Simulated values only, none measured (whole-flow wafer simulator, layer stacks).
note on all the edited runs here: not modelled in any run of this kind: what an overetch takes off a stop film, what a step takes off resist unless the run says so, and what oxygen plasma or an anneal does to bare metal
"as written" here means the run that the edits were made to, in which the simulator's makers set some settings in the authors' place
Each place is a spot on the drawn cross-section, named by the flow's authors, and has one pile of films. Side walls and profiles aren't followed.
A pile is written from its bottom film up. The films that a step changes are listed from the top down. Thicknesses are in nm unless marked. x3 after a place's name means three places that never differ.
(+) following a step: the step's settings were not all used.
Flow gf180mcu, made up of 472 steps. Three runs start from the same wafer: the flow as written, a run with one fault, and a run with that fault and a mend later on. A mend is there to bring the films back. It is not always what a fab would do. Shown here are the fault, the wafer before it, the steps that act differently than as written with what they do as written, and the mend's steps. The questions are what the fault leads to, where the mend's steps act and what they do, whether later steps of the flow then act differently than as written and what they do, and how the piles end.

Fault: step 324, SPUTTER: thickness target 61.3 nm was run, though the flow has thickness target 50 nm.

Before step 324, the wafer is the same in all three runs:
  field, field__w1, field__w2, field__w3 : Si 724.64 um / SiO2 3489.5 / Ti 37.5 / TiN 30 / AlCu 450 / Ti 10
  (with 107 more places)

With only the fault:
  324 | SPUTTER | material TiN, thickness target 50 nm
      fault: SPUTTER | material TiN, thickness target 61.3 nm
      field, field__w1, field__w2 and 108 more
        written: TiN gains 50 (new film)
        fault: TiN gains 61.3 (new film)
  Steps later in the flow that act otherwise than as written (6 other steps are not shown; they differ only slightly, by no more than 2% or 0.5 nm, whichever is larger):
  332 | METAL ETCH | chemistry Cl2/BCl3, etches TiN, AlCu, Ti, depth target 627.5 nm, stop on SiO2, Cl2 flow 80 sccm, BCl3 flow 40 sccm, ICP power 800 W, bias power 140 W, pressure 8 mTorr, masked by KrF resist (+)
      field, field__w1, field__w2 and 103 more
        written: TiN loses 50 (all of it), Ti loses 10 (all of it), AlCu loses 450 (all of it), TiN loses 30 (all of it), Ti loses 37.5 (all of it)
        fault: TiN loses 61.3 (all of it), Ti loses 10 (all of it), AlCu loses 450 (all of it), TiN loses 30 (all of it), Ti loses 37.5 (all of it)
  The piles end different from the flow's at field__w8, contact, m1, m1__w1, m1_nw by more than 2% or 0.5 nm, whichever is larger.
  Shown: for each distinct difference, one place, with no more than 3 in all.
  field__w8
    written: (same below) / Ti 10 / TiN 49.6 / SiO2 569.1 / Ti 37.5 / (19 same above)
    fault: (same below) / Ti 10 / TiN 60.9 / SiO2 557.8 / Ti 37.5 / (19 same above)
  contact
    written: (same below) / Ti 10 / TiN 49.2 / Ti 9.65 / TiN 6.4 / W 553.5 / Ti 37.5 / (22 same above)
    fault: (same below) / Ti 10 / TiN 60.5 / Ti 9.72 / TiN 6.45 / W 542.1 / Ti 37.5 / (22 same above)

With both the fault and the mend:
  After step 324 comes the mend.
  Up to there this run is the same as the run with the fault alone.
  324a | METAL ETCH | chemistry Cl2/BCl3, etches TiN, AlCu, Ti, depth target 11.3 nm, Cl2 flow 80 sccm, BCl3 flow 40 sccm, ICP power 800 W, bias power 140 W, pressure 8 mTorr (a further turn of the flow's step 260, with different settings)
      field, field__w1, field__w2 and 108 more
        TiN loses 11.3
  Every later step of the flow that is run acts as written at every place that is followed.
  The piles end the same as the flow's at every place that both follow.
